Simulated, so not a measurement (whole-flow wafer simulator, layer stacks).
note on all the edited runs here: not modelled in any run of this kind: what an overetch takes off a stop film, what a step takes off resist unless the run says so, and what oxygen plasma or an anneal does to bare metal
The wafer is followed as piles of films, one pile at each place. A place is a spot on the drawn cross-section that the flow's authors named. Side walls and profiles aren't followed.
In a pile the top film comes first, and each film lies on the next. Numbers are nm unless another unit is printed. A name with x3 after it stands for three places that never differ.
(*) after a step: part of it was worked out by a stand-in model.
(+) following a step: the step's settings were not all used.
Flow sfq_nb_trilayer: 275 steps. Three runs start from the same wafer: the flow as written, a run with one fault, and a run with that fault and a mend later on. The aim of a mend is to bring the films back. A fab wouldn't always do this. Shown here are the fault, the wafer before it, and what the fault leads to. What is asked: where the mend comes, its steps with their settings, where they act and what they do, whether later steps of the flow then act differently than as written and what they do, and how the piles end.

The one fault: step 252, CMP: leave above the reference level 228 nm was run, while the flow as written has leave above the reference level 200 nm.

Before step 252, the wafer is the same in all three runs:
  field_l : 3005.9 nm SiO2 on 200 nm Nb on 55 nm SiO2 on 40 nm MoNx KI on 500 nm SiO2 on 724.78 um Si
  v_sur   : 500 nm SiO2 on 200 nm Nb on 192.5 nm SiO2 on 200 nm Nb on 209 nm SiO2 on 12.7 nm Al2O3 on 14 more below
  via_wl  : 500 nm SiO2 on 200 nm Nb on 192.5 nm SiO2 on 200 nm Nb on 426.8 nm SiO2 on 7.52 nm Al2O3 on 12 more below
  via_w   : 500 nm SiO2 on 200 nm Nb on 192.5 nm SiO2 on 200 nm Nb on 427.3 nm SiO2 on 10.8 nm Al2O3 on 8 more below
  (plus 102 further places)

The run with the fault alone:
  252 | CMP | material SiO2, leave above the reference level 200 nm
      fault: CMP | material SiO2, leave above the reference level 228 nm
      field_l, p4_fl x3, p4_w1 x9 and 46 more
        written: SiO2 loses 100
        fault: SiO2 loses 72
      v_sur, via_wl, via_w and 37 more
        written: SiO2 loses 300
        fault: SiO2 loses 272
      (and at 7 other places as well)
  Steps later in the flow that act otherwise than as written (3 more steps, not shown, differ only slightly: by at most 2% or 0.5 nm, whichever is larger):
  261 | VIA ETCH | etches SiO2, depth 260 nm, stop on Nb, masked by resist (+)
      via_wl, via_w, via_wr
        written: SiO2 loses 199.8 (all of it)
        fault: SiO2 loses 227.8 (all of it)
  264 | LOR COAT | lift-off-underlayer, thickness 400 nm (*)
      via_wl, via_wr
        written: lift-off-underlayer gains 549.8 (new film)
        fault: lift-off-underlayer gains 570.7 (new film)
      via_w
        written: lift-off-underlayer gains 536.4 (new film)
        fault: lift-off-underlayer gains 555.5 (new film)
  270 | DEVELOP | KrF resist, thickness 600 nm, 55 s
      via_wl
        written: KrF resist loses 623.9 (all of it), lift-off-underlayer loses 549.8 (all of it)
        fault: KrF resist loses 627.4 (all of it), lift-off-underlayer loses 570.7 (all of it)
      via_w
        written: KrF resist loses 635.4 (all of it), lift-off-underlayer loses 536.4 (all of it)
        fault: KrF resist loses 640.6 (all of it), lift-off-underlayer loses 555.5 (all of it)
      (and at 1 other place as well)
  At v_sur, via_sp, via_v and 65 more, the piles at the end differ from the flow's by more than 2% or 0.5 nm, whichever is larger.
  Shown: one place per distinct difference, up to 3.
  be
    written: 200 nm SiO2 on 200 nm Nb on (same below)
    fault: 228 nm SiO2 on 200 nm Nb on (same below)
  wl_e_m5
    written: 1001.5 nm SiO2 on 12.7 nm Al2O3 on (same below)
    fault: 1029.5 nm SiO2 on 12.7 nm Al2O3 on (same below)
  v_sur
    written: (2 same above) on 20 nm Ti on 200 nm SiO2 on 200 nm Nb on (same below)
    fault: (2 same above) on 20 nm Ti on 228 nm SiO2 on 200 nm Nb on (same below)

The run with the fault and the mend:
  After step 259 comes the mend.
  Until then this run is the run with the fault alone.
  259a | STRIP | over-ash 65%, gas O2, power 200 W (*)
      field_l, v_sur, via_sp and 100 more
        KrF resist loses 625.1 (all of it), anti-reflective coat loses 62 (all of it)
      via_wl, via_w, via_wr
        anti-reflective coat loses 62 (all of it)
  259b | CMP | material SiO2, leave above the reference level 200 nm (a further turn of the flow's step 252)
      field_l, v_sur, via_wl and 103 more
        SiO2 loses 28
  259c | COAT | anti-reflective coat, thickness 62 nm (a further turn of the flow's step 254)
      field_l, v_sur, via_wl and 103 more
        anti-reflective coat gains 62 (new film)
  259d | COAT | KrF resist, thickness 650 nm (a further turn of the flow's step 255)
      field_l, v_sur, via_wl and 103 more
        KrF resist gains 650 (new film)
  259e | SOFTBAKE | KrF resist (a further turn of the flow's step 256)
      alters no film at any place that is followed
  259f | EXPOSE | photomask I7, dose 11.93 mJ/cm2, NA 0.6, wavelength 248 nm (*) (a further turn of the flow's step 257)
      alters no film at any place that is followed
  259g | PEB | KrF resist, 90 s (a further turn of the flow's step 258)
      field_l, v_sur, via_wl and 103 more
        KrF resist loses 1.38
  259h | DEVELOP | KrF resist, thickness 650 nm, 60 s (a further turn of the flow's step 259)
      field_l, v_sur, via_sp and 100 more
        KrF resist loses 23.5
      via_wl, via_w, via_wr
        KrF resist loses 648.6 (all of it)
  None of the later steps of the flow acts differently than as written at any place that is followed.
  By the end, the piles equal the flow's at every place that both follow.
